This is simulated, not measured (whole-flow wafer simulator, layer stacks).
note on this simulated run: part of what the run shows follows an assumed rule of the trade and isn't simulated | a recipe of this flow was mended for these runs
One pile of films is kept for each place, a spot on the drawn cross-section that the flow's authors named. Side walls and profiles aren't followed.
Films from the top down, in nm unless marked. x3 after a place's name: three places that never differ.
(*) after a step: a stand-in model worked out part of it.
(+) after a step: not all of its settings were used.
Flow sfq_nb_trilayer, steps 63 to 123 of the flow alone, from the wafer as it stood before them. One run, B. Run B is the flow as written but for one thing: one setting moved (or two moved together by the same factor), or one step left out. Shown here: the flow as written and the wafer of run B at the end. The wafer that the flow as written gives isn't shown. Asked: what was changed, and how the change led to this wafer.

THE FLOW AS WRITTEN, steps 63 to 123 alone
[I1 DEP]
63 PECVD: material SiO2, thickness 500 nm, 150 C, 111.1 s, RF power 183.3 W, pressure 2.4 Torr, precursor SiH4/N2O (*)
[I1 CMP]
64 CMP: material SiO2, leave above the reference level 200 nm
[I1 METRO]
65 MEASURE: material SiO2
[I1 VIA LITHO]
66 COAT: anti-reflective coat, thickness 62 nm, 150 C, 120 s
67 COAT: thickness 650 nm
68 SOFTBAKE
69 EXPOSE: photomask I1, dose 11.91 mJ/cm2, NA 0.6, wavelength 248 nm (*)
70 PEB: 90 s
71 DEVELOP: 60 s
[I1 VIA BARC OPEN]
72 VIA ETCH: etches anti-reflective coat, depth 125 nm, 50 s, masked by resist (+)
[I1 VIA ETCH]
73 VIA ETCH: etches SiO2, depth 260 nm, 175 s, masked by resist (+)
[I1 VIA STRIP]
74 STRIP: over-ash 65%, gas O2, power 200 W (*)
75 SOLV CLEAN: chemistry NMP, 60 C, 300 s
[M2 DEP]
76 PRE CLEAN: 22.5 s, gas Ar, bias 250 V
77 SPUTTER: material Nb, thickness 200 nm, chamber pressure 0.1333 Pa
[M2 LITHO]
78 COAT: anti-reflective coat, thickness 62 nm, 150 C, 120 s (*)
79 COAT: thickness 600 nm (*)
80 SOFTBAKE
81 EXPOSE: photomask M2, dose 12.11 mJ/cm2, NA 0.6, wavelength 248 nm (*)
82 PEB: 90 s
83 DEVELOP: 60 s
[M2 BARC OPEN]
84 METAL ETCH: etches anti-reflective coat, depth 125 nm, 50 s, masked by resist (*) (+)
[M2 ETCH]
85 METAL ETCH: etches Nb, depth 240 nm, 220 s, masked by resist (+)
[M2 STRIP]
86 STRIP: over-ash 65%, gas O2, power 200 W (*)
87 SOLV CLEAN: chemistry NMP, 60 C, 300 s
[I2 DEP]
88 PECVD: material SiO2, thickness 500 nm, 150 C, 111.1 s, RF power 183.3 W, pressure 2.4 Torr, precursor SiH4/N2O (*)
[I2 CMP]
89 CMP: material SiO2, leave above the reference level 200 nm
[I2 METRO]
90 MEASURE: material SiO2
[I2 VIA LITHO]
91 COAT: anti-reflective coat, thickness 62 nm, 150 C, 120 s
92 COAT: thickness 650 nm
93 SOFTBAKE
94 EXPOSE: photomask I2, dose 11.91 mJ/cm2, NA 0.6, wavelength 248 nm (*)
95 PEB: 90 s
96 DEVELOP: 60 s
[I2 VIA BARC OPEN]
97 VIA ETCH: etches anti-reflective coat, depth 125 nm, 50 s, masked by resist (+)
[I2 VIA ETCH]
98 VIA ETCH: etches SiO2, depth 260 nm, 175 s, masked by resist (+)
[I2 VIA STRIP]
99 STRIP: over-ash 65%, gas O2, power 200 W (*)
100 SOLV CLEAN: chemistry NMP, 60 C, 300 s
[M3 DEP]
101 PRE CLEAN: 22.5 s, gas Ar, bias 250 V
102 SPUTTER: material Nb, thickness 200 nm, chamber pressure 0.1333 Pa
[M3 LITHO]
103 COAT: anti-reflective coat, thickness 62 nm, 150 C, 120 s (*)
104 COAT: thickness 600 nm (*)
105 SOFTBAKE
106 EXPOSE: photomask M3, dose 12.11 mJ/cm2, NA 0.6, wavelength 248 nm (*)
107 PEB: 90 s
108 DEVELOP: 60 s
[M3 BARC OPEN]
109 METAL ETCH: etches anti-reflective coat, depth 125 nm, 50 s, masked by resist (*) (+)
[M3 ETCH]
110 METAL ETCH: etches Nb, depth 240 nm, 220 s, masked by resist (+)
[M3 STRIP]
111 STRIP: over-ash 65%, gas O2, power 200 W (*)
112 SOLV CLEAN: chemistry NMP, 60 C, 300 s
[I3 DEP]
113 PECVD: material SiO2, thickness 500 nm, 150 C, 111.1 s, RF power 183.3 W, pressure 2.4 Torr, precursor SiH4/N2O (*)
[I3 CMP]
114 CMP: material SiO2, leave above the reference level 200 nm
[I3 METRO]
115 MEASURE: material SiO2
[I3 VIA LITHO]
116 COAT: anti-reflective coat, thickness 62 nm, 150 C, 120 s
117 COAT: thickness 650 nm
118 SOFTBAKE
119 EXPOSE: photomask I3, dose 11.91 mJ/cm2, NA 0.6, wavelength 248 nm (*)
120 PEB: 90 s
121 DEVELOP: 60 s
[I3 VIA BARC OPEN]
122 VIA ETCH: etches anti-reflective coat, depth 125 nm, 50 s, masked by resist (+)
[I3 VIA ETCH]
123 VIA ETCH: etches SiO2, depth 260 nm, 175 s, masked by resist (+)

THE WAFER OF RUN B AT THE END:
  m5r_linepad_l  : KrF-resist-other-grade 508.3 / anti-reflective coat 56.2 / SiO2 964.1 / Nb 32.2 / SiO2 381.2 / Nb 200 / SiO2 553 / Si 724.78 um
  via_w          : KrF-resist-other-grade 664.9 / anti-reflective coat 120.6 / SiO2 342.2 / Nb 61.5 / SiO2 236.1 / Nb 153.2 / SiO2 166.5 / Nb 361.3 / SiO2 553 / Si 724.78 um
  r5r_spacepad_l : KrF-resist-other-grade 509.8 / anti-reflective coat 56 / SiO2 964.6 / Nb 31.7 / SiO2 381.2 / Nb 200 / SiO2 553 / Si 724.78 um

The cause: step 63, PECVD: 44.44 s was run, where the flow has 111.1 s.

How the change led to this, step by step:
  63 PECVD: material SiO2, thickness 500 nm, 150 C, 111.1 s, RF power 183.3 W, pressure 2.4 Torr, precursor SiH4/N2O (*)
      field_l, be, be_sur and 72 more: SiO2 +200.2 (as written it would be: SiO2 +500)
      v_sur, via_wl, via_wr and 20 more: SiO2 +200.2 (new film) (as written it would be: SiO2 +500 (new film))
      (and at 8 more places)
  64 CMP: material SiO2, leave above the reference level 200 nm
      field_l, be, be_sur and 72 more: nothing (as written it would be: SiO2 -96)
      lsp_m, ln_m6, lsp_r, l0_sur, l0v: nothing (as written it would be: SiO2 -90.8)
      (and at 26 more places)
  66 COAT: anti-reflective coat, thickness 62 nm, 150 C, 120 s
      m0r_line_l x3, m0r_line_r x3: anti-reflective coat +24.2 (new film) (as written it would be: anti-reflective coat +62 (new film))
      m0r_space_l, m0r_space_r, m6r_space_l x2, m6r_space_r x2: anti-reflective coat +100.3 (new film) (as written it would be: anti-reflective coat +62 (new film))
      (and at 88 more places)
  67 COAT: thickness 650 nm
      wl_f_m6, m0r_line_l x3, m0r_line_r x3: KrF-resist-other-grade +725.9 (new film) (as written it would be: KrF-resist-other-grade +650 (new film))
      p3_s1, m5r_space_l, m5r_space_r: KrF-resist-other-grade +669 (new film) (as written it would be: KrF-resist-other-grade +650 (new film))
      (and at 69 more places)
  71 DEVELOP: 60 s
      via_v: KrF-resist-other-grade -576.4 (all of it) (as written it would be: KrF-resist-other-grade -648.6 (all of it))
  72 VIA ETCH: etches anti-reflective coat, depth 125 nm, 50 s, masked by resist (+)
      via_v: anti-reflective coat -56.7 (all of it), SiO2 -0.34 (as written it would be: anti-reflective coat -62 (all of it), SiO2 -0.31)
  74 STRIP: over-ash 65%, gas O2, power 200 W (*)
      m0r_line_l x3, m0r_line_r x3: KrF-resist-other-grade -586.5 (all of it), anti-reflective coat -24.2 (all of it) (as written it would be: KrF-resist-other-grade -510.8 (all of it), anti-reflective coat -62 (all of it))
      m0r_space_l, m0r_space_r, m6r_space_l x2, m6r_space_r x2: KrF-resist-other-grade -523.6 (all of it), anti-reflective coat -100.3 (all of it) (as written it would be: KrF-resist-other-grade -510.8 (all of it), anti-reflective coat -62 (all of it))
      (and at 89 more places)
  77 SPUTTER: material Nb, thickness 200 nm, chamber pressure 0.1333 Pa
      lsp_m, ln_m6, lsp_r, l0_sur, l0v: Nb +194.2 (new film) (as written it would be: Nb +200 (new film))
      be, lsp_l: Nb +175.6 (new film) (as written it would be: Nb +200 (new film))
      (and at 1 more place)
  78 COAT: anti-reflective coat, thickness 62 nm, 150 C, 120 s (*)
      m0r_line_l x3, m0r_line_r x3: anti-reflective coat +24.3 (new film) (as written it would be: anti-reflective coat +62 (new film))
      m0r_space_l, m0r_space_r, m6r_space_l x2, m6r_space_r x2: anti-reflective coat +100.6 (new film) (as written it would be: anti-reflective coat +62 (new film))
      (and at 87 more places)
  79 COAT: thickness 600 nm (*)
      m0r_line_l x3, m0r_line_r x3: KrF-resist-other-grade +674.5 (new film) (as written it would be: KrF-resist-other-grade +600 (new film))
      m0r_space_l, m0r_space_r, m6r_space_l x2, m6r_space_r x2: KrF-resist-other-grade +612.6 (new film) (as written it would be: KrF-resist-other-grade +600 (new film))
      (and at 71 more places)
  83 DEVELOP: 60 s
      m0r_line_l x3, m0r_line_r x3: KrF-resist-other-grade -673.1 (all of it) (as written it would be: KrF-resist-other-grade -598.7 (all of it))
      m0r_space_l, m0r_space_r, m6r_space_l x2, m6r_space_r x2: KrF-resist-other-grade -611.4 (all of it) (as written it would be: KrF-resist-other-grade -598.7 (all of it))
      (and at 49 more places)
  84 METAL ETCH: etches anti-reflective coat, depth 125 nm, 50 s, masked by resist (*) (+)
      wl_f_sl, m5r_linepad_l, m5r_linepad_r, r5r_line_l, r5r_spacepad_l, r5r_spacepad_r, m8r_pad_l, m8r_pad_r: anti-reflective coat -125 (as written it would be: anti-reflective coat -62 (all of it))
      m0r_line_l x3, m0r_line_r x3: anti-reflective coat -24.3 (all of it) (as written it would be: anti-reflective coat -62 (all of it))
      (and at 65 more places)
  85 METAL ETCH: etches Nb, depth 240 nm, 220 s, masked by resist (+)
      m5r_linepad_l, m5r_linepad_r: anti-reflective coat -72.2 (all of it), Nb -167.8 (as written it would be: Nb -200 (all of it), SiO2 -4)
      r5r_spacepad_l, r5r_spacepad_r: anti-reflective coat -71.7 (all of it), Nb -168.3 (as written it would be: Nb -200 (all of it), SiO2 -4)
      (and at 11 more places)
  86 STRIP: over-ash 65%, gas O2, power 200 W (*)
      v_sur: KrF-resist-other-grade -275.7 (all of it), anti-reflective coat -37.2 (all of it) (as written it would be: KrF-resist-other-grade -360.6 (all of it), anti-reflective coat -64.8 (all of it))
      via_wl: KrF-resist-other-grade -284.2 (all of it), anti-reflective coat -29.3 (all of it) (as written it would be: KrF-resist-other-grade -357.4 (all of it), anti-reflective coat -67.7 (all of it))
      (and at 20 more places)
  88 PECVD: material SiO2, thickness 500 nm, 150 C, 111.1 s, RF power 183.3 W, pressure 2.4 Torr, precursor SiH4/N2O (*)
      m5r_linepad_l, m5r_linepad_r, r5r_spacepad_l, r5r_spacepad_r, m8r_pad_l, m8r_pad_r: SiO2 +500 (new film) (as written it would be: SiO2 +500)
      wl_d_sl, wl_d_sr: SiO2 +602.7 (as written it would be: SiO2 +500)
      (and at 1 more place)
  89 CMP: material SiO2, leave above the reference level 200 nm
      field_l, be, be_sur and 79 more: nothing (as written it would be: SiO2 -96)
      via_w: SiO2 -157.1 (as written it would be: SiO2 -300)
  ... 19 more steps ...
  122 VIA ETCH: etches anti-reflective coat, depth 125 nm, 50 s, masked by resist (+)
      via_v: anti-reflective coat -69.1 (all of it), SiO2 -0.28 (as written it would be: anti-reflective coat -62 (all of it), SiO2 -0.31)
Counting metal films that touch as one body, m5r_linepad_l has 2 bodies (between them, from the top down: SiO2 381.2); the flow as written gives 1 body.
Counting metal films that touch as one body, via_w has 3 bodies (between them, from the top down: SiO2 236.1; SiO2 166.5); the flow as written gives 2 bodies (between them, from the top down: SiO2 423.7).
Counting metal films that touch as one body, r5r_spacepad_l has 2 bodies (between them, from the top down: SiO2 381.2); the flow as written gives 1 body.
